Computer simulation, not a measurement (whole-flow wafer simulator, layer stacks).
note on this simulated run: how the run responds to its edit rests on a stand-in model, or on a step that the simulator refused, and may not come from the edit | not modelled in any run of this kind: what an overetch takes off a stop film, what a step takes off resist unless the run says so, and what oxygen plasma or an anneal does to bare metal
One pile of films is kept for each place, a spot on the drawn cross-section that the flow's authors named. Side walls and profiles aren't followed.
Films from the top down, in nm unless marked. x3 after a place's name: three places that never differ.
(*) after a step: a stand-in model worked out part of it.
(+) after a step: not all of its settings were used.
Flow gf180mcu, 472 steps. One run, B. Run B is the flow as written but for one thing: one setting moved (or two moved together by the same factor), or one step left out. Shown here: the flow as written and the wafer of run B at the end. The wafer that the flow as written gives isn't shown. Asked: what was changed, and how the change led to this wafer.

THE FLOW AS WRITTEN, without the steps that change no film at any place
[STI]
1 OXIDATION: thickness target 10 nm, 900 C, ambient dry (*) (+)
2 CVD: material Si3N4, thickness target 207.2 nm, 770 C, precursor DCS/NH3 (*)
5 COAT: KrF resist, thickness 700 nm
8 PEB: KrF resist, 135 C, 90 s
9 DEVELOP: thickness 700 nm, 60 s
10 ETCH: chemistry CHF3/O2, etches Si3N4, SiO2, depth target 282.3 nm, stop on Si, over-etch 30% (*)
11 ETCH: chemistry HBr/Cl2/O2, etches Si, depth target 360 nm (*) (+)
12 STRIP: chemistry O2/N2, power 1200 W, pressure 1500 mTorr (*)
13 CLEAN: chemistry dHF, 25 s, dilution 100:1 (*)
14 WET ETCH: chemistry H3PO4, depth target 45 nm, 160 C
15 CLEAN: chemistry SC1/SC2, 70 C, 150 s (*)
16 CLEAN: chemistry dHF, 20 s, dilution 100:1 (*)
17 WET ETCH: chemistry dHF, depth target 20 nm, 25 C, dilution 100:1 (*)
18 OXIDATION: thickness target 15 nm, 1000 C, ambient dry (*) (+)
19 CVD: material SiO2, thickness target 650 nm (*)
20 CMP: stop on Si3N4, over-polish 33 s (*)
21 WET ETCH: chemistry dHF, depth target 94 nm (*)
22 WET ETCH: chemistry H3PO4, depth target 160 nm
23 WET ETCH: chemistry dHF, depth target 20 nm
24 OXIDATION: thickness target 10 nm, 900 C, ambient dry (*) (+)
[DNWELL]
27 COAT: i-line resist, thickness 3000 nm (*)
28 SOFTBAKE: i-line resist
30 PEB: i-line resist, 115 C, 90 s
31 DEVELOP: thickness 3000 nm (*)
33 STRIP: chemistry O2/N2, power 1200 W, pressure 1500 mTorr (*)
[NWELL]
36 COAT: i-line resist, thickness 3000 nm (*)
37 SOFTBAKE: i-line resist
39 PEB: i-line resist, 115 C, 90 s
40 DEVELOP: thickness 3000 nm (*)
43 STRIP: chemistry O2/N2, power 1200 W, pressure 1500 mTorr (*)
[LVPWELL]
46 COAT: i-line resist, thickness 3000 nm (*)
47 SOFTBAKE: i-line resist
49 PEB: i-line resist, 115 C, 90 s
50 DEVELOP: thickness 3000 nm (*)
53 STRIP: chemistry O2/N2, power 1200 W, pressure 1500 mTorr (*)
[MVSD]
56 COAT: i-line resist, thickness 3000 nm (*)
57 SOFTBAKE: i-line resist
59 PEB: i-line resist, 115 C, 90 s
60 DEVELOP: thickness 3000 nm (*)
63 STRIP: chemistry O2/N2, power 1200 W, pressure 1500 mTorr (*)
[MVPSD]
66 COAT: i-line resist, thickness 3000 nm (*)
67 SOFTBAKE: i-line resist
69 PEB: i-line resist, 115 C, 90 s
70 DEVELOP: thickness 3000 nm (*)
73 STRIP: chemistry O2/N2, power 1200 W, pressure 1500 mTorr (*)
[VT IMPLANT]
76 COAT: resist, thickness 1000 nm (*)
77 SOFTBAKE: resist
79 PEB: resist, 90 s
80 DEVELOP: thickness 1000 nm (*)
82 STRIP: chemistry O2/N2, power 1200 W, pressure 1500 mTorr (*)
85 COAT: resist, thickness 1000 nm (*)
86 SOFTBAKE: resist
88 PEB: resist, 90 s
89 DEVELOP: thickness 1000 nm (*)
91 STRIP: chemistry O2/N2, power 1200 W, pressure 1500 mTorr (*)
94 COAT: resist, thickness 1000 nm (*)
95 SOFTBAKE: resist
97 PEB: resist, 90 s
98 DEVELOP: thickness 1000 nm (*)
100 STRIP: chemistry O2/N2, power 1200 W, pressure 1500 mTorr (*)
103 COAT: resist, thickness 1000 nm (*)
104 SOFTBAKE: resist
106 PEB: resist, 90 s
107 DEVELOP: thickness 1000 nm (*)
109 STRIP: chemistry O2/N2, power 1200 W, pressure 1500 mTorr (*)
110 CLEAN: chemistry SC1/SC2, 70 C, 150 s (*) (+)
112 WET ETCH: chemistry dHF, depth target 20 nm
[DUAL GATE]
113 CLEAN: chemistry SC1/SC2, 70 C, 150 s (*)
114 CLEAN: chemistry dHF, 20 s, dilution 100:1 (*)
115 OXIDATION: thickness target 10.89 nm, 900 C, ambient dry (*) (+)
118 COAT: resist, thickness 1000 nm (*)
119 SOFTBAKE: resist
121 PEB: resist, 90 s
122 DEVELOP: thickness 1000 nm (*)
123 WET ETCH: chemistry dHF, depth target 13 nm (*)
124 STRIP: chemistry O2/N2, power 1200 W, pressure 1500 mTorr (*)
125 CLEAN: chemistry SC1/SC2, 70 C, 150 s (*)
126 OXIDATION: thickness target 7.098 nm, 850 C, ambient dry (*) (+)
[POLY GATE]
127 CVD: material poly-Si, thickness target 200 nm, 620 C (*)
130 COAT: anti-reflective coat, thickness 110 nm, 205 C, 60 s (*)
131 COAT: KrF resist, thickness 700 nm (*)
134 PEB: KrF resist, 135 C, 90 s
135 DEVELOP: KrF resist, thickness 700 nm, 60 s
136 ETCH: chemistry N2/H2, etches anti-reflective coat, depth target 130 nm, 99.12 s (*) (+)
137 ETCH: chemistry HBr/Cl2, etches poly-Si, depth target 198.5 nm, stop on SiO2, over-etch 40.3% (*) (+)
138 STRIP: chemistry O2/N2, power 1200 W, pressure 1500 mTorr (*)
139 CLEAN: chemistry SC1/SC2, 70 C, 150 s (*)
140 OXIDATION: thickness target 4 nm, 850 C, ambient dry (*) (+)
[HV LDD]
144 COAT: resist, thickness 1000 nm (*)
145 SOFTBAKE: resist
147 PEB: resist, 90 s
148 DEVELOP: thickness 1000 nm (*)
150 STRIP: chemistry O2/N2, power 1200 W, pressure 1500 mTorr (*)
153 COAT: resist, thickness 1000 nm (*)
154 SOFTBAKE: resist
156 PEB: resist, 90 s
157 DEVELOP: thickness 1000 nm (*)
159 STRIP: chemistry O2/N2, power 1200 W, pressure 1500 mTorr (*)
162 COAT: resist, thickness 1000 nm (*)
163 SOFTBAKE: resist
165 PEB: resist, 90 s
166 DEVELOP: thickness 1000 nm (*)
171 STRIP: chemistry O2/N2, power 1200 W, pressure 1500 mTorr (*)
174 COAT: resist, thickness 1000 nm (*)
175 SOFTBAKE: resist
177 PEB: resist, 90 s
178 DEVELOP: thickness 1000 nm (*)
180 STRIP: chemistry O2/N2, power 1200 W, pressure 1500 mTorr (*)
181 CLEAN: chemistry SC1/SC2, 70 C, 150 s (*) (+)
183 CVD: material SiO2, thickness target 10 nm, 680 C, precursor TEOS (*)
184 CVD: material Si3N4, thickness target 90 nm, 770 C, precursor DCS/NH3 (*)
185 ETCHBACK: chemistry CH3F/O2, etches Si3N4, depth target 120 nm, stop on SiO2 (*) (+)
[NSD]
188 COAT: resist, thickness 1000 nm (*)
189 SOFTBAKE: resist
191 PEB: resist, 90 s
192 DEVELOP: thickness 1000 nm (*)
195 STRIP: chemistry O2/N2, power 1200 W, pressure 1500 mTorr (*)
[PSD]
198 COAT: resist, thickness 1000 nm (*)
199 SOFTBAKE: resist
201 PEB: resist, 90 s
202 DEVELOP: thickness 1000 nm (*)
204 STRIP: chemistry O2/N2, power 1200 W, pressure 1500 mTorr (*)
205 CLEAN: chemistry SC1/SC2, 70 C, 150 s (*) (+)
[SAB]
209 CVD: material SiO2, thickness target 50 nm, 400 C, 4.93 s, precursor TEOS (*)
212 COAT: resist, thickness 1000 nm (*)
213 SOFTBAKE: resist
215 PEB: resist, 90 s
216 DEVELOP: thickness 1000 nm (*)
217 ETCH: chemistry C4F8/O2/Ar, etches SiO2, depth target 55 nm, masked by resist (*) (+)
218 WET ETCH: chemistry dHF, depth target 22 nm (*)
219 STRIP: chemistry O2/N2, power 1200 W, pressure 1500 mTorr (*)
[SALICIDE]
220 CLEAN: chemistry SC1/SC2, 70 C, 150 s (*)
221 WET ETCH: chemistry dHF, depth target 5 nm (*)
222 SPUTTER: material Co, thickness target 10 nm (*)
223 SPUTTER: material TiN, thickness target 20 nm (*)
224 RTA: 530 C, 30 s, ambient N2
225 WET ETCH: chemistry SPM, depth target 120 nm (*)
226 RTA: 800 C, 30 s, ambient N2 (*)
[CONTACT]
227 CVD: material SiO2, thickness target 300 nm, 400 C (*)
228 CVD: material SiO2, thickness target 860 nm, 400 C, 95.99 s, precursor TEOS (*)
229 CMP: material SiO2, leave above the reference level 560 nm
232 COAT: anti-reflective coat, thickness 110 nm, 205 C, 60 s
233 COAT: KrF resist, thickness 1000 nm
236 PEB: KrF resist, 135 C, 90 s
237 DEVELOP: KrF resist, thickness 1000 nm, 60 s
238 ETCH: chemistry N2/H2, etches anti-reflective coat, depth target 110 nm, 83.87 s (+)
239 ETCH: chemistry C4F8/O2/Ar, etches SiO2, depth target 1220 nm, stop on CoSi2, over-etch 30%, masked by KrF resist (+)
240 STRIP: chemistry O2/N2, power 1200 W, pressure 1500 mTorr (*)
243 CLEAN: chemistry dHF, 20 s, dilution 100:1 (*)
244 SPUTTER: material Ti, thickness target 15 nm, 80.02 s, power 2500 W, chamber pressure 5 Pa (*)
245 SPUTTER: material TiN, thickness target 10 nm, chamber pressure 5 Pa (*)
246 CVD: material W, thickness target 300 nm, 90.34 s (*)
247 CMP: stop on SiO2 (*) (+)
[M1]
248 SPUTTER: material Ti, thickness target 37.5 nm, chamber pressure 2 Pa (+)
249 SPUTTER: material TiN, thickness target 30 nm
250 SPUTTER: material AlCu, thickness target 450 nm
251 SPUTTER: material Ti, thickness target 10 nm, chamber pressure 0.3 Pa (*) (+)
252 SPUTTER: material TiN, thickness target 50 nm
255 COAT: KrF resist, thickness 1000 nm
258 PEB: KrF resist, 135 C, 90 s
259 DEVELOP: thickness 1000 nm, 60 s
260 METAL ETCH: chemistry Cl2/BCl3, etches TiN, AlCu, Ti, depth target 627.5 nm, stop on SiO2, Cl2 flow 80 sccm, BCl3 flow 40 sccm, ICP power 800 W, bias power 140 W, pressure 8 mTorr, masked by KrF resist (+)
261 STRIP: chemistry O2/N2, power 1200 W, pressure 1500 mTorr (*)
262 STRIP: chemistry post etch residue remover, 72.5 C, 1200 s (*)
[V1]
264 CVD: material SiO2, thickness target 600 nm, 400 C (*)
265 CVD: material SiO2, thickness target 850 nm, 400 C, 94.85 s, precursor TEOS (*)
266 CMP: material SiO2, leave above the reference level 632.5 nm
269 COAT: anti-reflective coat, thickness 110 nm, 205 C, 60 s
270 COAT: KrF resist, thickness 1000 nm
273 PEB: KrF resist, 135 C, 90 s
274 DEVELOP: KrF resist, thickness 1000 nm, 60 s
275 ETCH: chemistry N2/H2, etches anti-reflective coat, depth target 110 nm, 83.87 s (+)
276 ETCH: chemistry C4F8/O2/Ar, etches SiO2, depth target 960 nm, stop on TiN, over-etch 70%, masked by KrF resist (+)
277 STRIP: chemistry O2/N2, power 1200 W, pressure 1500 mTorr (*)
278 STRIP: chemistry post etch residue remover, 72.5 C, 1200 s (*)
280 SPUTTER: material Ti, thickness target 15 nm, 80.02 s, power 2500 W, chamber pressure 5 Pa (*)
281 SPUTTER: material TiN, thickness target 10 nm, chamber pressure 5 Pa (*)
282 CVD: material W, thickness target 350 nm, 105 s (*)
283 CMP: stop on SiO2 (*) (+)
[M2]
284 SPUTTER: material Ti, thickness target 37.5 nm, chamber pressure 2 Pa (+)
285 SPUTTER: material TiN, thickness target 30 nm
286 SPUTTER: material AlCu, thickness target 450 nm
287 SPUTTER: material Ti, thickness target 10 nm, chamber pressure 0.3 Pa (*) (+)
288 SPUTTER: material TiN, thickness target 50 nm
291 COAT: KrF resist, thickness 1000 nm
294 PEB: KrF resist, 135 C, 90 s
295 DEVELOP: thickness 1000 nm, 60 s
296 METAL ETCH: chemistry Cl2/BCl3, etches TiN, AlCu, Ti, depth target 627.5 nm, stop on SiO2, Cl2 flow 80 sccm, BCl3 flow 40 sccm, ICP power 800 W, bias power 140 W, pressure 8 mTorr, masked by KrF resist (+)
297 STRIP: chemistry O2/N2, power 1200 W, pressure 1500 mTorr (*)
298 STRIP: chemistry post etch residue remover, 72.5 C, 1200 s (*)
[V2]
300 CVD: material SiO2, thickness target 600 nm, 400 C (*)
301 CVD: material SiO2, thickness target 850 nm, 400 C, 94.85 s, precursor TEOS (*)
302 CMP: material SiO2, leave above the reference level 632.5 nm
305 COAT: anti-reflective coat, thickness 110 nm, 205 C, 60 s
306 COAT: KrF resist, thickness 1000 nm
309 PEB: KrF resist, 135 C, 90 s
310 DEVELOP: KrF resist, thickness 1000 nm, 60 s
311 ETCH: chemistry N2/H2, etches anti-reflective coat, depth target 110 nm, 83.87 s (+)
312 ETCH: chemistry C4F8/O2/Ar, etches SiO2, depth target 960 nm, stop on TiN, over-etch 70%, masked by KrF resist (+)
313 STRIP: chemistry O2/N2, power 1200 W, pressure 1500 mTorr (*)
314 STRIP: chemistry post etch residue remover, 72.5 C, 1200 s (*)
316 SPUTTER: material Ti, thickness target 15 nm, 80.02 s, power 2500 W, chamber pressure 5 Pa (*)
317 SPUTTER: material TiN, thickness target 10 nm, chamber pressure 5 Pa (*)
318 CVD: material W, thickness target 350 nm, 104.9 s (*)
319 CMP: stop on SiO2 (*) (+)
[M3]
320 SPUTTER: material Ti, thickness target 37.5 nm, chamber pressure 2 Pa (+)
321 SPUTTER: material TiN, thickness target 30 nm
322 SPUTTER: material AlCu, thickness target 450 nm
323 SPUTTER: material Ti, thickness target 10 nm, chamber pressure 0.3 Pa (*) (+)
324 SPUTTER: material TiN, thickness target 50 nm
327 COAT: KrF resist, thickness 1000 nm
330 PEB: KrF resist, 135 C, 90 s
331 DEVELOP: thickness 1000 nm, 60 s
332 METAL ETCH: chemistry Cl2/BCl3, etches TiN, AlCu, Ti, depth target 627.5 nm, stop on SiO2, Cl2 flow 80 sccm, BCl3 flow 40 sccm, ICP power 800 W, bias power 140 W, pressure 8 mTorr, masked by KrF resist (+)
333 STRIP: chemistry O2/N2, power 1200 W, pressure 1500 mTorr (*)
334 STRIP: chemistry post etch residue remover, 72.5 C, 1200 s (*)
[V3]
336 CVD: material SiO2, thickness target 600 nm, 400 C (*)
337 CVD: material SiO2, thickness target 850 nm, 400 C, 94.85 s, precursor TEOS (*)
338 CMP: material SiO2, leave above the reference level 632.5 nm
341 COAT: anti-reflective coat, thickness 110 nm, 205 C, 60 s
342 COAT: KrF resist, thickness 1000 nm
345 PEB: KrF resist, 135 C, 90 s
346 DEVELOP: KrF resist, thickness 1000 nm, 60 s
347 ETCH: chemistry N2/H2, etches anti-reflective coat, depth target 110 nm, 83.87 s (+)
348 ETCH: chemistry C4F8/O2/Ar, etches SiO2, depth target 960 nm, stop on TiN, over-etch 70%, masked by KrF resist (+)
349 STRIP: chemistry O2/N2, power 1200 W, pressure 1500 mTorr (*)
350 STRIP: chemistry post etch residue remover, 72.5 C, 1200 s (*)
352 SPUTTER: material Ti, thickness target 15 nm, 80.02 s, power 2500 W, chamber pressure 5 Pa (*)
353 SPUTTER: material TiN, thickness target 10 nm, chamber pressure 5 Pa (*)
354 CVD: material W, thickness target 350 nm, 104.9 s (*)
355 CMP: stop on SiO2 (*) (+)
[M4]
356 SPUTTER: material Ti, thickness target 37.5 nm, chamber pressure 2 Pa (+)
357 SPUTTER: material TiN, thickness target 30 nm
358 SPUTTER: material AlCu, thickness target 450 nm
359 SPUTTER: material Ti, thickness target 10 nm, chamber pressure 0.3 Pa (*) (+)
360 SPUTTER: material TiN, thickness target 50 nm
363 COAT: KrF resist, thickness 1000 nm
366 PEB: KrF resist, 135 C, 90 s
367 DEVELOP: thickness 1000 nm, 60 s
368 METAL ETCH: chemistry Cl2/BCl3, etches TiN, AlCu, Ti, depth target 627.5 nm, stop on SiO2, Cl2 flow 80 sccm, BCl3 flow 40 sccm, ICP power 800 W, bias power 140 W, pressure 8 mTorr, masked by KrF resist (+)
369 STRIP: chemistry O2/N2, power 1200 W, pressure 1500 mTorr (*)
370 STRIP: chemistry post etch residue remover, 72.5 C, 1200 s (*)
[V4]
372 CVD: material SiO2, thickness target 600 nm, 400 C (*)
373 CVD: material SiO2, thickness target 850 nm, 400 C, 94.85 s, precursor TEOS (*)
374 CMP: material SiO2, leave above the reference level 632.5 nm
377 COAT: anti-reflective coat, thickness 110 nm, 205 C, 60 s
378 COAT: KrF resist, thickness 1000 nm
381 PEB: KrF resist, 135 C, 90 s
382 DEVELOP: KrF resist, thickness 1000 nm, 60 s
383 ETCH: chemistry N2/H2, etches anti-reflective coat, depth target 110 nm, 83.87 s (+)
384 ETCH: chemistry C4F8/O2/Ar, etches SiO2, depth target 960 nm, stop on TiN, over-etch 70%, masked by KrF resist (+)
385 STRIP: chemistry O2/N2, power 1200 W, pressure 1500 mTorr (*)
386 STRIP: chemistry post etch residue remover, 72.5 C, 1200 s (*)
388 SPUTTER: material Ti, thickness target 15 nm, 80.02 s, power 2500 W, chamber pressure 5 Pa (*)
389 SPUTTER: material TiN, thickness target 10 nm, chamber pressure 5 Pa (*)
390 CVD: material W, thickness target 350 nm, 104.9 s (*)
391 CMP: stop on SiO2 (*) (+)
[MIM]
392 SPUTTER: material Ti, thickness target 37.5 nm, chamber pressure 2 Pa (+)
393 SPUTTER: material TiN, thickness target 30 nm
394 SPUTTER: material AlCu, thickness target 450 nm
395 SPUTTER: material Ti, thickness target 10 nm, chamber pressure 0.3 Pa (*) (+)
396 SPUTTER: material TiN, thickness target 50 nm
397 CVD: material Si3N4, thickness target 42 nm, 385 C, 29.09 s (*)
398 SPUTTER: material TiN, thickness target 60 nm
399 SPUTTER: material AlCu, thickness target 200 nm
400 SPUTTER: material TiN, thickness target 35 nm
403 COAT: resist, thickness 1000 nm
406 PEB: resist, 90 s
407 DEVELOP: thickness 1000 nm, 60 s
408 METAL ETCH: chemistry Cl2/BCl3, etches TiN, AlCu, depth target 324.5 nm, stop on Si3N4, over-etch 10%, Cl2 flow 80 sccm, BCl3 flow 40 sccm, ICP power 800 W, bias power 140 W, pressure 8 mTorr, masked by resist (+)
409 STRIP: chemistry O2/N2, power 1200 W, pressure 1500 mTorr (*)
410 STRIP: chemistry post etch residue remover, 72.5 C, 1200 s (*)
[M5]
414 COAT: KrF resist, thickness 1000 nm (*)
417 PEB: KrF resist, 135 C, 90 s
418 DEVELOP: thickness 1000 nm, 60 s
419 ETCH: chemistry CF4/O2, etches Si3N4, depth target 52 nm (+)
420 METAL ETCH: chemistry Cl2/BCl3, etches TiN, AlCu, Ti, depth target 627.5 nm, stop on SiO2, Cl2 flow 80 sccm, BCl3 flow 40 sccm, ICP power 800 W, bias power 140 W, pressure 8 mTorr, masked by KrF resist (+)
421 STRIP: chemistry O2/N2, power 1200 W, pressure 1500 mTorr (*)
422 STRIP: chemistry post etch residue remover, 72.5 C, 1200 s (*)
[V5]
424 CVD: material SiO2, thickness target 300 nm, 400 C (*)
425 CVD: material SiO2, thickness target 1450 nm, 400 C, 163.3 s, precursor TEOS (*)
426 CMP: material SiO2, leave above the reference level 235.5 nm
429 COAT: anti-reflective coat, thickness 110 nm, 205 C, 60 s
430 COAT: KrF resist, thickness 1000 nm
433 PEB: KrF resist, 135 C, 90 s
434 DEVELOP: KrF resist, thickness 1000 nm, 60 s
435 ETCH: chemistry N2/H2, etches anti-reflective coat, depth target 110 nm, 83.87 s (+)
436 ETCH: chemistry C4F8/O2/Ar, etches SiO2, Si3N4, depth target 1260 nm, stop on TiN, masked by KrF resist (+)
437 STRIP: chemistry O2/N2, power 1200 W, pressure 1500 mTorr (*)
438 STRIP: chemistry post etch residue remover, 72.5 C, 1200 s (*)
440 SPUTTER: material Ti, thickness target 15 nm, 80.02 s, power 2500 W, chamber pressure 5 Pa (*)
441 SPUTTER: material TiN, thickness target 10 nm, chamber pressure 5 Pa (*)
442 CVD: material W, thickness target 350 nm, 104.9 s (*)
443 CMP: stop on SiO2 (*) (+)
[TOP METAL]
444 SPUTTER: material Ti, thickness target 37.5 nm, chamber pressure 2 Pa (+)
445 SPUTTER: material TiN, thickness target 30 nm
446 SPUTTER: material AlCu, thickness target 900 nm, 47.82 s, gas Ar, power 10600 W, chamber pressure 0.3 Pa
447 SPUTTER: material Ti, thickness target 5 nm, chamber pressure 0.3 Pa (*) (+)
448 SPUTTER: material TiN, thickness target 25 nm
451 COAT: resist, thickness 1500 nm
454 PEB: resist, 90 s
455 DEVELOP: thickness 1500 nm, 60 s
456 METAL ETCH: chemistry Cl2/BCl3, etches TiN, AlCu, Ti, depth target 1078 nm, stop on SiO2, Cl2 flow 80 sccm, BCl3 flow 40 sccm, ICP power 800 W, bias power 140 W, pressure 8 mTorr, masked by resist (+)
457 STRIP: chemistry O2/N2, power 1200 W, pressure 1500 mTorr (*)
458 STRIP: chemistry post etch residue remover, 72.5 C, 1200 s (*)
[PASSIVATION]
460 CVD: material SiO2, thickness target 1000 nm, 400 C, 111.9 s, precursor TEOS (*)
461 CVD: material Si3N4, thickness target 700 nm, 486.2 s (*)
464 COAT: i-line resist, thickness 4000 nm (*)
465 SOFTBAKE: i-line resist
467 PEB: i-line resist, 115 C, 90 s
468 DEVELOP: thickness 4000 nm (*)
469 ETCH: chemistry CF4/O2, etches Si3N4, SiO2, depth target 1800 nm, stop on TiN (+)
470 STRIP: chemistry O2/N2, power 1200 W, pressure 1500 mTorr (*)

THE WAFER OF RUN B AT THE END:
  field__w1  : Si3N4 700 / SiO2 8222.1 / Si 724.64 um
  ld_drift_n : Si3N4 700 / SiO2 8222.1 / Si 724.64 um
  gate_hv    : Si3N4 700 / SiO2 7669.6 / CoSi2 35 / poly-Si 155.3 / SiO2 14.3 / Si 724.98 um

The cause: step 209, CVD: material SiO2, thickness target 50 nm, 400 C, 4.93 s, precursor TEOS (*), was left out.

How the change led to this, step by step:
  213 SOFTBAKE: resist
      active_hv: resist +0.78 (as written it would be: resist +0.18)
  217 ETCH: chemistry C4F8/O2/Ar, etches SiO2, depth target 55 nm, masked by resist (*) (+)
      gate, gate_hv, gate_p and 23 more: SiO2 -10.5 (all of it), poly-Si -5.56 (as written it would be: SiO2 -55)
      active_hv, active_nat, ld_sd_n and 10 more: SiO2 -21 (all of it), Si -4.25 (as written it would be: SiO2 -55)
      (and at 11 more places)
  218 WET ETCH: chemistry dHF, depth target 22 nm (*)
      gate, gate_hv, gate_p and 23 more: nothing (as written it would be: SiO2 -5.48 (all of it))
      active, p_well, sd_n, iso_ptap_pw, iso_ntap_nw, iso_ptap_sub, vpnp_e: nothing (as written it would be: SiO2 -9.01 (all of it))
      (and at 16 more places)
  221 WET ETCH: chemistry dHF, depth target 5 nm (*)
      field__w9, field__w13, nplus_u, pplus_u, npoly_u, ppoly_u, nw_enc_fld_lv__w4: SiO2 -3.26 (as written it would be: SiO2 -10)
      field__w5, n_well, nw_enc_fld_lv__w1, sti_nw: SiO2 -3.25 (as written it would be: SiO2 -10)
  223 SPUTTER: material TiN, thickness target 20 nm (*)
      field__w6: TiN +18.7 (new film) (as written it would be: TiN +20 (new film))
      field_sub__w5: TiN +18.8 (new film) (as written it would be: TiN +19.7 (new film))
      (and at 4 more places)
  224 RTA: 530 C, 30 s, ambient N2
      sd_p: under 1 film: CoSi +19 (new film), Co -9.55 (all of it), Si -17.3 (as written it would be: under 1 film: CoSi +18.1 (new film), Co -9.08 (all of it), Si -16.5)
      sd_p_hv: under 1 film: CoSi +19.5 (new film), Co -9.81 (all of it), Si -17.8 (as written it would be: under 1 film: CoSi +18.8 (new film), Co -9.46 (all of it), Si -17.2)
  225 WET ETCH: chemistry SPM, depth target 120 nm (*)
      field__w6: TiN -18.7 (all of it), Co -9.53 (all of it) (as written it would be: TiN -20 (all of it), Co -9.95 (all of it))
      field_sub__w5: TiN -18.8 (all of it), Co -9.65 (all of it) (as written it would be: TiN -19.7 (all of it), Co -9.9 (all of it))
      (and at 4 more places)
  226 RTA: 800 C, 30 s, ambient N2 (*)
      sd_p: CoSi2 +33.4 (new film), CoSi -19 (all of it), Si -17.3 (as written it would be: CoSi2 +31.8 (new film), CoSi -18.1 (all of it), Si -16.5)
      sd_p_hv: CoSi2 +34.3 (new film), CoSi -19.5 (all of it), Si -17.8 (as written it would be: CoSi2 +33.1 (new film), CoSi -18.8 (all of it), Si -17.2)
  227 CVD: material SiO2, thickness target 300 nm, 400 C (*)
      ld_drift_n: SiO2 +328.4 (as written it would be: SiO2 +300)
      ld_drift_p: SiO2 +328.5 (as written it would be: SiO2 +300)
      (and at 2 more places)
  229 CMP: material SiO2, leave above the reference level 560 nm
      sti, mim_1p0, pad, dice_street, iso_nw_fld, iso_fld_sub: SiO2 -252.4 (as written it would be: SiO2 -297)
      ldn_out, ldn_fld__w1, ldp_out, ldp_fld__w2, ldp_fld__w3: SiO2 -266.6 (as written it would be: SiO2 -311.1)
      (and at 50 more places)
